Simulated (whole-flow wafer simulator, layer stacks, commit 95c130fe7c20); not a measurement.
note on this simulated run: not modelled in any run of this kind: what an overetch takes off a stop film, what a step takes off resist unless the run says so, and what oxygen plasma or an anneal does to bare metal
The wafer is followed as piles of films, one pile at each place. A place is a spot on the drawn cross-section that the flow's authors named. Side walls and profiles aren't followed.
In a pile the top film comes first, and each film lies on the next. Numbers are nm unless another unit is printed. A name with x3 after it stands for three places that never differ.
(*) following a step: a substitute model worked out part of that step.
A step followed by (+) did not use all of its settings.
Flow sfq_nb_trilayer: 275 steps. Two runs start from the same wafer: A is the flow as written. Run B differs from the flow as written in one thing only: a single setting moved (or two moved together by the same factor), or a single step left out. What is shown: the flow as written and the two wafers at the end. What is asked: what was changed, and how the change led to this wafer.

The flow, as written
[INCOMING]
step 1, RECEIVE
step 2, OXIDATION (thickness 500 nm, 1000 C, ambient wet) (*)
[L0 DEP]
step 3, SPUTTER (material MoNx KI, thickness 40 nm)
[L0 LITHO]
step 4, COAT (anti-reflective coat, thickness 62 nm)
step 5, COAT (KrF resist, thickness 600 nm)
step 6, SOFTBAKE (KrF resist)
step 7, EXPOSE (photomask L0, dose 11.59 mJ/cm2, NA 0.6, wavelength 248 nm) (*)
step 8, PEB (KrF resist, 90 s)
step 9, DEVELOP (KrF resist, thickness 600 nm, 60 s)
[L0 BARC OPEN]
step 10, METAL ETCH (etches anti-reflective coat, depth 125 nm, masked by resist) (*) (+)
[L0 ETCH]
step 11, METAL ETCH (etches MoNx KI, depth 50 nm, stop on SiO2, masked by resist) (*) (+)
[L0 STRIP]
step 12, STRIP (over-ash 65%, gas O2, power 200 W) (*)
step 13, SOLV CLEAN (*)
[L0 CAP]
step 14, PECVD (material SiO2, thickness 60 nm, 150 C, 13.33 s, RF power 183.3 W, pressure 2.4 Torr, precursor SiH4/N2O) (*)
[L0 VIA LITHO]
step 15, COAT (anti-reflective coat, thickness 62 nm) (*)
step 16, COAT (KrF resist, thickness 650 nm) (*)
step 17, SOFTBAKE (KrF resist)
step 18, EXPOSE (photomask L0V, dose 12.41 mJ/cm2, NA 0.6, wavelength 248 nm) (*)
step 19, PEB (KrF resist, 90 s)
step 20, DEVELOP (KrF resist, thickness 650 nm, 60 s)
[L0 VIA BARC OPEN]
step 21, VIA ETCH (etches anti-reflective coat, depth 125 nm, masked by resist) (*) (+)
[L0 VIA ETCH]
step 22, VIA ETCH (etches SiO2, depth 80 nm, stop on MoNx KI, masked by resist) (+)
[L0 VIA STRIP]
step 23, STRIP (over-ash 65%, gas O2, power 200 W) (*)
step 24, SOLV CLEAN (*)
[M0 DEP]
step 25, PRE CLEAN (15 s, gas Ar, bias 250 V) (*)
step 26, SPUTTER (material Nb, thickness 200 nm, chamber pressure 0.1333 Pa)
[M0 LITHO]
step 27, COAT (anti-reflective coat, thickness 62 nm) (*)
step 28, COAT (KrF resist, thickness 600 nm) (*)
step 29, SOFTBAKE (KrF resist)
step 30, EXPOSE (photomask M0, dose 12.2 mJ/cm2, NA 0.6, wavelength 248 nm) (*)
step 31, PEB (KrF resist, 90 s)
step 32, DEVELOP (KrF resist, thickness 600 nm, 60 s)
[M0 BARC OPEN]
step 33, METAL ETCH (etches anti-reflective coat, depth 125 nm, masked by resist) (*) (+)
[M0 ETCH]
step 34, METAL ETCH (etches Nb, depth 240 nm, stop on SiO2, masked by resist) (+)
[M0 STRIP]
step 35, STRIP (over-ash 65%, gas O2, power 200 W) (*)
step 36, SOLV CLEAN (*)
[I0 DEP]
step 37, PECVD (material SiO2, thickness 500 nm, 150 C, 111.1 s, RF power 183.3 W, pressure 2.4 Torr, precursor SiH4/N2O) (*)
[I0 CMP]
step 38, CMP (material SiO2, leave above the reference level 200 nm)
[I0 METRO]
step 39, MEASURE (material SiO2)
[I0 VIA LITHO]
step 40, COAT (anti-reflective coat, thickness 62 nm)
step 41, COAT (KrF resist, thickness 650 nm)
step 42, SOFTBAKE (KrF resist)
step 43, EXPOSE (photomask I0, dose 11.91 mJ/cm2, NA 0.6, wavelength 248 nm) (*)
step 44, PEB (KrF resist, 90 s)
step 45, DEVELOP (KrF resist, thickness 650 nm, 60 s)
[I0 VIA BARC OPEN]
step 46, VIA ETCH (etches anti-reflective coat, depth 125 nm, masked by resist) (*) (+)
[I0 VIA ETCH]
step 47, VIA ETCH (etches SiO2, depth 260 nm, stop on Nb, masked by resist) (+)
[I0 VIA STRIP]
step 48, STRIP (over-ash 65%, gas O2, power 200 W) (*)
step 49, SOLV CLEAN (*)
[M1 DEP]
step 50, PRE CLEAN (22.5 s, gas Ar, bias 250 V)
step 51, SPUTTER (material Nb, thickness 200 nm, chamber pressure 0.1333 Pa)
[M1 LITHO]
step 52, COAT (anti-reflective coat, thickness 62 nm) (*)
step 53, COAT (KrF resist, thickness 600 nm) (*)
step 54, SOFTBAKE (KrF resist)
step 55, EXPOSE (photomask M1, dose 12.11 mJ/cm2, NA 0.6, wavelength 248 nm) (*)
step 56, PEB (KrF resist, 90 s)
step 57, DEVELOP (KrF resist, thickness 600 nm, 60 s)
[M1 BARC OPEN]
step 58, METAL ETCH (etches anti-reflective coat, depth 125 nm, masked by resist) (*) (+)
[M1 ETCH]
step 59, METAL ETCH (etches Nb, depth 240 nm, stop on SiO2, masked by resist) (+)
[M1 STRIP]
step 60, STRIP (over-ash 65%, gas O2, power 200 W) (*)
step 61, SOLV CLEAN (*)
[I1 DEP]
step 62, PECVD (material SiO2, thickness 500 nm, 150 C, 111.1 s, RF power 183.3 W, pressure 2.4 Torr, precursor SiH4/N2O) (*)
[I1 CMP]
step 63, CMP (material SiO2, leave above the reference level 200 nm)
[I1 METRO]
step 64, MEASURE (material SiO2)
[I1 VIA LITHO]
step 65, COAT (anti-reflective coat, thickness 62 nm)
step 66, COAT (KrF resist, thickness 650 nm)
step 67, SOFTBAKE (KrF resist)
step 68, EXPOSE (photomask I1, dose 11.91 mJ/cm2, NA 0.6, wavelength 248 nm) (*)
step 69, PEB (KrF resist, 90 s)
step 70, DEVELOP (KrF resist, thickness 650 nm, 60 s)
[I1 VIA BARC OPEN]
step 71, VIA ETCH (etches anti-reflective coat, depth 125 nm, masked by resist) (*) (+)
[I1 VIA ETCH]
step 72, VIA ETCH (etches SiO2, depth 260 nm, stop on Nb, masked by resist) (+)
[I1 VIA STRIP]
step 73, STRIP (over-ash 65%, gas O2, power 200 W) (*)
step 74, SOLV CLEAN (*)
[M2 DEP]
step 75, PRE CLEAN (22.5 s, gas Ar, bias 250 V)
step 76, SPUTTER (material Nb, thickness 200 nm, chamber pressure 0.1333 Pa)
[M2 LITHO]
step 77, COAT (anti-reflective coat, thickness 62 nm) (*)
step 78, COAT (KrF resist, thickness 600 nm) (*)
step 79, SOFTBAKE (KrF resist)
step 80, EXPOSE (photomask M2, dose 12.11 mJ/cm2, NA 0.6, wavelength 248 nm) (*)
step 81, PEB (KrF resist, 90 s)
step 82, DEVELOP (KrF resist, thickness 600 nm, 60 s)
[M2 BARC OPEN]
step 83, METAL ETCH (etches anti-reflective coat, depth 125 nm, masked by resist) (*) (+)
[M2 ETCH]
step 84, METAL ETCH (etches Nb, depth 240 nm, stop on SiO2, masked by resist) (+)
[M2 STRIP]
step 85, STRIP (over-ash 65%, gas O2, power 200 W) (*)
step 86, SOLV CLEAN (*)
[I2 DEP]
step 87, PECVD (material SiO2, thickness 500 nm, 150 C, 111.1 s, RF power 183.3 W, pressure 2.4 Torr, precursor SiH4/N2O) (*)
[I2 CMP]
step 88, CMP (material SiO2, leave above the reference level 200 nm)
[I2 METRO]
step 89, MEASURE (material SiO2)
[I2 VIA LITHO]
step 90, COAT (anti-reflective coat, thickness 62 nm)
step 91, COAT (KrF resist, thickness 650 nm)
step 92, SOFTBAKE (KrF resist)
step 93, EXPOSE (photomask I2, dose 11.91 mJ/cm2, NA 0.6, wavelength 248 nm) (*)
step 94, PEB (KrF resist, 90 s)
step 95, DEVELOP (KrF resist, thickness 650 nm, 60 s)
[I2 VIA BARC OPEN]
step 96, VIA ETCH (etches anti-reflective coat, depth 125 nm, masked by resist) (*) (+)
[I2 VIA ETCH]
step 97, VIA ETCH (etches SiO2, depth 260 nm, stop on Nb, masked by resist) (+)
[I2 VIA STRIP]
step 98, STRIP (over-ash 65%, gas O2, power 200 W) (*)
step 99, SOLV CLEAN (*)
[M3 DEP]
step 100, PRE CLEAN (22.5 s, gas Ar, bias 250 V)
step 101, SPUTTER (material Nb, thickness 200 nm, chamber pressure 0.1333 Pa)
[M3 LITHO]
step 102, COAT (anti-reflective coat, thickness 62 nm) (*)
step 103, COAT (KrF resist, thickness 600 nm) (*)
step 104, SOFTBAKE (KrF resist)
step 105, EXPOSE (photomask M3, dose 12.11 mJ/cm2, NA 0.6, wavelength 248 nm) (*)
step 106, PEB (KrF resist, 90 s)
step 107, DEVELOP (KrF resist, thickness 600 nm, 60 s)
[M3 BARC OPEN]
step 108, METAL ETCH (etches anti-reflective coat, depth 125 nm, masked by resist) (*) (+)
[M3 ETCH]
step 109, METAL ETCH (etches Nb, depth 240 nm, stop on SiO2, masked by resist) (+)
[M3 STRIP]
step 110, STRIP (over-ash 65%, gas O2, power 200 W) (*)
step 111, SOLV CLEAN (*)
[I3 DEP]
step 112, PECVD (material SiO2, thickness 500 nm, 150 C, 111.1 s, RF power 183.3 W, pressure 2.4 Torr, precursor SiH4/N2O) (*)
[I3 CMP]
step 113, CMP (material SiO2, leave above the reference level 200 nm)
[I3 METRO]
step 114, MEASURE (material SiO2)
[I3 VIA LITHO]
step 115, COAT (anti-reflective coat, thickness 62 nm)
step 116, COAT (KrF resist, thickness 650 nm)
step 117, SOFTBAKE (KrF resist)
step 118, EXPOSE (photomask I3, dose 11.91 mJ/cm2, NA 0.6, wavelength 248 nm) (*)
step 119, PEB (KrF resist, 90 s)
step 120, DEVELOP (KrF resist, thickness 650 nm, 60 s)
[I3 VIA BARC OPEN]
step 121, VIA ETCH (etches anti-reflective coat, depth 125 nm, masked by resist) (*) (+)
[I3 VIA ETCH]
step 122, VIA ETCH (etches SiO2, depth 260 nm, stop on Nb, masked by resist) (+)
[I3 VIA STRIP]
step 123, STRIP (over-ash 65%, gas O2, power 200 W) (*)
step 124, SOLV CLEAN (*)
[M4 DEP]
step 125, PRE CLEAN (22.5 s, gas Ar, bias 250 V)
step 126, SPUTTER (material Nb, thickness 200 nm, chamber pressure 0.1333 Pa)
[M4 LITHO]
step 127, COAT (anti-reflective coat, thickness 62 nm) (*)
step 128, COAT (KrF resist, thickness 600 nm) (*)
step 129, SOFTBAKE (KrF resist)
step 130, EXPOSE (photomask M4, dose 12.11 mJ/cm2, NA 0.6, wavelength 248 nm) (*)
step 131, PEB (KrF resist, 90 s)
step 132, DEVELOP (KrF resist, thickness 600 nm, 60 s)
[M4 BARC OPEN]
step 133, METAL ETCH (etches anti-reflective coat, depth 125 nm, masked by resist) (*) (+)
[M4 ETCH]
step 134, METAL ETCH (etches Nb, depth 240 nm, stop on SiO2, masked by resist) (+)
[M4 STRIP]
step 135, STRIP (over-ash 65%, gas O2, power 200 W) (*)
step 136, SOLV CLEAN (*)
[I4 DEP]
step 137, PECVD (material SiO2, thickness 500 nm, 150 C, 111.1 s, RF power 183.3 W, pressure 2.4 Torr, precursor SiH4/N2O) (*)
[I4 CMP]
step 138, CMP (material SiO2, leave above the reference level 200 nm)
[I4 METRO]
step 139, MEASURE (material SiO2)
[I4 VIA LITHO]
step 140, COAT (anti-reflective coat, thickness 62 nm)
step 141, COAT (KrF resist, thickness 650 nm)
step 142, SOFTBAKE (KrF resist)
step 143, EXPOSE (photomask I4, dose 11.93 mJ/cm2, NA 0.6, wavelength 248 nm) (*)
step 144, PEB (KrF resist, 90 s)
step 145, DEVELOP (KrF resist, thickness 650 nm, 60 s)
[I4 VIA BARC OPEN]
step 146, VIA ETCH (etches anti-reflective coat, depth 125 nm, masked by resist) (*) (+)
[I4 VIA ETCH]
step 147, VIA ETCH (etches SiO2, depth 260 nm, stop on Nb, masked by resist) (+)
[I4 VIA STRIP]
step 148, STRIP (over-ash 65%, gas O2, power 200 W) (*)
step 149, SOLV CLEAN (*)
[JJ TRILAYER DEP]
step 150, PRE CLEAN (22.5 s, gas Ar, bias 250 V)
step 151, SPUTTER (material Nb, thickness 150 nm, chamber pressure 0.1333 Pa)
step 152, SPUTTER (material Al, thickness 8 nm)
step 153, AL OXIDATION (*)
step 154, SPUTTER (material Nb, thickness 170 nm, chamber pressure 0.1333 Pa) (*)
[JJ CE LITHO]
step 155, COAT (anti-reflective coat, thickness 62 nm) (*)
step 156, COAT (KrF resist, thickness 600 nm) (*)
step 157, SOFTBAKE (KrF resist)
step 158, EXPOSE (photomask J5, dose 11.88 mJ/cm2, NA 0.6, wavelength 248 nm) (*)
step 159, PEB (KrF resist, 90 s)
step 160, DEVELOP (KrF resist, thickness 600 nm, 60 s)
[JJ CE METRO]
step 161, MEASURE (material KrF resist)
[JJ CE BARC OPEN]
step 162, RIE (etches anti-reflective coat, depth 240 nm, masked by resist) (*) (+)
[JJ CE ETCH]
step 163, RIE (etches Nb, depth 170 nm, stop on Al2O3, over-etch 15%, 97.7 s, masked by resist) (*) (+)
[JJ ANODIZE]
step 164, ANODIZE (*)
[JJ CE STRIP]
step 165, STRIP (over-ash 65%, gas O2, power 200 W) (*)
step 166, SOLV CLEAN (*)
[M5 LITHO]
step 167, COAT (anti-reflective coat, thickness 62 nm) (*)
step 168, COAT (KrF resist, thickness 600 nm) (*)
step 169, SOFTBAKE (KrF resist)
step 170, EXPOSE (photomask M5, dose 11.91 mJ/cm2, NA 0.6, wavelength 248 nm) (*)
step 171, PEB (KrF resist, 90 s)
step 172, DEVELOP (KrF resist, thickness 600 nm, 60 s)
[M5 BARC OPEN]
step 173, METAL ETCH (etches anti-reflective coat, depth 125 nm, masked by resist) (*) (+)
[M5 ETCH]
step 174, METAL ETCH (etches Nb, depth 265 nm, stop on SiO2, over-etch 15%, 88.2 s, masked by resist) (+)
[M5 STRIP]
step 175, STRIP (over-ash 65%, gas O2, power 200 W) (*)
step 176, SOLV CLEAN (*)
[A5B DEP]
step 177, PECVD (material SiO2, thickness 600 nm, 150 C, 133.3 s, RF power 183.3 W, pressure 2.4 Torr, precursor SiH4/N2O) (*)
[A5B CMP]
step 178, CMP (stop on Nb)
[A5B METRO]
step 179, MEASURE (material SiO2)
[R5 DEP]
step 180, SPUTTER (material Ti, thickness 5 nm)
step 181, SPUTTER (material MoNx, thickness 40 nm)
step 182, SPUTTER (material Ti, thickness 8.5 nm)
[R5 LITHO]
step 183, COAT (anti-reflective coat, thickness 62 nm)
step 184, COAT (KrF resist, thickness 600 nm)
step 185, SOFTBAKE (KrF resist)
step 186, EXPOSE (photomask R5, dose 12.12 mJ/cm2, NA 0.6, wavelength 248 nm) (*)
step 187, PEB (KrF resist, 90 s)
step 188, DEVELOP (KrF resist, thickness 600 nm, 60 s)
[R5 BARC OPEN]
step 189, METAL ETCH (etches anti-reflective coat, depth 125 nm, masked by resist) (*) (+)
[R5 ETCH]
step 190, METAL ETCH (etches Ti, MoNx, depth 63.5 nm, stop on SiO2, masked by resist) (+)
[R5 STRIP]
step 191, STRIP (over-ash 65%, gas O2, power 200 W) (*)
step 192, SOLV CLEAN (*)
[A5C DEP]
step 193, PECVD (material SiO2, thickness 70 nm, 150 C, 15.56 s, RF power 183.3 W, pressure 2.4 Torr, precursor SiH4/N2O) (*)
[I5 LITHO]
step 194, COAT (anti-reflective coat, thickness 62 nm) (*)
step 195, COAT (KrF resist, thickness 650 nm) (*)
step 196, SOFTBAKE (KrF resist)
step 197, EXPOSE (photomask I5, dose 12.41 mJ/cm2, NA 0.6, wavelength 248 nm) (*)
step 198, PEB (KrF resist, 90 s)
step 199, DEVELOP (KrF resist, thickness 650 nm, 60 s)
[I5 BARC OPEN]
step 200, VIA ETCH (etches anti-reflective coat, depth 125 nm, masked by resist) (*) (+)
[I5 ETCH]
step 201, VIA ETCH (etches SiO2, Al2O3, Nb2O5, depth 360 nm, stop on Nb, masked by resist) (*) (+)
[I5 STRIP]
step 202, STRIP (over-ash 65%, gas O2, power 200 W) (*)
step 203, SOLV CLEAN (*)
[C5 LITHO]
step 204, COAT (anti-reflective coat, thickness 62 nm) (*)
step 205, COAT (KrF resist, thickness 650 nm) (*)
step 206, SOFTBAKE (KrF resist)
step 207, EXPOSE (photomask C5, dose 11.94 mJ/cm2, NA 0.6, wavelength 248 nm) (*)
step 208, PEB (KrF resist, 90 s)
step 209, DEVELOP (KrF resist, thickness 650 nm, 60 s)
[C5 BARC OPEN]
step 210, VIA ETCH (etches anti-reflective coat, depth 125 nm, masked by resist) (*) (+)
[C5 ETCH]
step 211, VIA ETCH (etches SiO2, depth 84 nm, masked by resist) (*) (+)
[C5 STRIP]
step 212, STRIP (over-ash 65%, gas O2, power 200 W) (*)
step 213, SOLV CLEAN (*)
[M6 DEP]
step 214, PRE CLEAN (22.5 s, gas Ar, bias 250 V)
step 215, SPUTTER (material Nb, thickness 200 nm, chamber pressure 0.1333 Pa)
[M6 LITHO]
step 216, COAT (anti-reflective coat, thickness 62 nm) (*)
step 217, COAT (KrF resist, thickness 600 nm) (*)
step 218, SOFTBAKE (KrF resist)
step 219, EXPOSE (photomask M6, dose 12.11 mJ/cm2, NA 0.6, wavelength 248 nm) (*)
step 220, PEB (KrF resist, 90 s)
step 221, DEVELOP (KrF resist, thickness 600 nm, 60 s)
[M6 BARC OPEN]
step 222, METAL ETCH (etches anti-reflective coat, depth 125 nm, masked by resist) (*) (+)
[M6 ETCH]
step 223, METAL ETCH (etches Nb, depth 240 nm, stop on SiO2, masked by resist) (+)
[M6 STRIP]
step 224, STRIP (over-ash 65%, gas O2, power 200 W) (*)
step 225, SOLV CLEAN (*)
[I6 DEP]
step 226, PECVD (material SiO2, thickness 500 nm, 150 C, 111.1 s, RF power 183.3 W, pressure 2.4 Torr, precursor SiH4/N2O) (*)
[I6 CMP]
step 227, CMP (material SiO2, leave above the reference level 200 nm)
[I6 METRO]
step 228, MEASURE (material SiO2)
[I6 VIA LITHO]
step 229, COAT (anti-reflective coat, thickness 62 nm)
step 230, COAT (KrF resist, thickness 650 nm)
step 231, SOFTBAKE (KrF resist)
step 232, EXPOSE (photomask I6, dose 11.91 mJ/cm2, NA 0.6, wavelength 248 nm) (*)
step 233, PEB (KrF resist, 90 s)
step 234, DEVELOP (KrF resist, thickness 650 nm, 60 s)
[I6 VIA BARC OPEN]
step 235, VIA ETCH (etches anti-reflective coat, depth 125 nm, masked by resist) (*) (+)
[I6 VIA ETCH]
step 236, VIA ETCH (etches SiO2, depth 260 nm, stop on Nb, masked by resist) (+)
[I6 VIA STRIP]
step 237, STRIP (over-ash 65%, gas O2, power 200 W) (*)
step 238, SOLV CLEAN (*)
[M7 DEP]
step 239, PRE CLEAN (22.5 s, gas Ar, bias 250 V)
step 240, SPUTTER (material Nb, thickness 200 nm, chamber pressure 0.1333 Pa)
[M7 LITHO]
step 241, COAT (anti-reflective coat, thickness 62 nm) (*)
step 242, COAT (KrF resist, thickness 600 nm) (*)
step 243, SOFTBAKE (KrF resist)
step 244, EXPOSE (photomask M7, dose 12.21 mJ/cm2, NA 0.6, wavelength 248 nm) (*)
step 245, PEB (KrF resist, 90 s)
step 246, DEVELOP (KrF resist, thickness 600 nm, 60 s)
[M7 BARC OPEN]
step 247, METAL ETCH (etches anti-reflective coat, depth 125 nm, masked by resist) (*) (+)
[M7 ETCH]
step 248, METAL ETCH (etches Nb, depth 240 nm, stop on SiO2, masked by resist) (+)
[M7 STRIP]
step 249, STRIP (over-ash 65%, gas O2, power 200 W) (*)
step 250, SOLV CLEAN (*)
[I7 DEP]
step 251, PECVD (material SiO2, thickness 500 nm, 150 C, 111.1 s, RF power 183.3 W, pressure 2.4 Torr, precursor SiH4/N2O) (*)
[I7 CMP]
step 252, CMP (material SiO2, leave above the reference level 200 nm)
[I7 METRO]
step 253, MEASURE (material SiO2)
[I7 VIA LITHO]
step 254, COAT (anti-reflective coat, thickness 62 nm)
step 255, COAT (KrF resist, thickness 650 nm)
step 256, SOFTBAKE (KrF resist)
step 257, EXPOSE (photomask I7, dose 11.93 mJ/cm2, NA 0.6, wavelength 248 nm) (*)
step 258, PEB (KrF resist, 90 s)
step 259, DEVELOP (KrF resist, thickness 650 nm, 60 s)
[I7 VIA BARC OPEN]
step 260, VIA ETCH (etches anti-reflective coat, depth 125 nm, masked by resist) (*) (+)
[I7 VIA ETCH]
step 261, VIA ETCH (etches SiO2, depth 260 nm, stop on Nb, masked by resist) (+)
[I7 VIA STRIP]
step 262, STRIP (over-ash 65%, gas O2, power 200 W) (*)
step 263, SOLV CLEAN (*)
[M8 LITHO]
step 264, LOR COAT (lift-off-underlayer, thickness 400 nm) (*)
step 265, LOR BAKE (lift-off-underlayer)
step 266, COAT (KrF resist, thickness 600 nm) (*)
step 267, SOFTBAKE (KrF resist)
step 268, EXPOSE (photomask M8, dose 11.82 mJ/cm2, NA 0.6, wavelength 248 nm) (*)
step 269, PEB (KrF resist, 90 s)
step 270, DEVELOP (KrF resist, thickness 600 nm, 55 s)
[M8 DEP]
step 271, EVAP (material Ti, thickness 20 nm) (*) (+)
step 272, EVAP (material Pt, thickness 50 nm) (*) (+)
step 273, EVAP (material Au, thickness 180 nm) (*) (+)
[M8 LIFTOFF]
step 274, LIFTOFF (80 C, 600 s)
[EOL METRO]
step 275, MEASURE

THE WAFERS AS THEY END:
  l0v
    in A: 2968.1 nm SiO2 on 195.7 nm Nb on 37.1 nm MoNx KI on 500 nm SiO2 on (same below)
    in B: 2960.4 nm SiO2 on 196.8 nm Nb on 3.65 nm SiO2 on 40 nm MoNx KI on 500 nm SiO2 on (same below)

The reason: step 22, VIA ETCH: depth 51.2 nm was run, though the flow has depth 80 nm.

The path from the change to this, step by step:
  step 22, VIA ETCH (etches SiO2, depth 80 nm, stop on MoNx KI, masked by resist) (+)
      l0v: A -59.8 SiO2 (all of it) | B -51.2 SiO2
      field_l, v_sur, via_wl and 102 more: A -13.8 KrF resist | B -8.83 KrF resist
  step 25, PRE CLEAN (15 s, gas Ar, bias 250 V) (*)
      l0v: A -2.91 MoNx KI | B -5 SiO2
  step 27, COAT (anti-reflective coat, thickness 62 nm) (*)
      l0v: A +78 anti-reflective coat (new film) | B +75.9 anti-reflective coat (new film)
  step 35, STRIP (over-ash 65%, gas O2, power 200 W) (*)
      l0v: A -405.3 KrF resist (all of it), -78 anti-reflective coat (all of it) | B -401.2 KrF resist (all of it), -75.9 anti-reflective coat (all of it)
  step 38, CMP (material SiO2, leave above the reference level 200 nm)
      l0v: A -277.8 SiO2 | B -285.4 SiO2
Taking metal films that touch as one body, l0v has 2 bodies (between them, from the top down: SiO2 3.65); the flow as written gives 1 body.
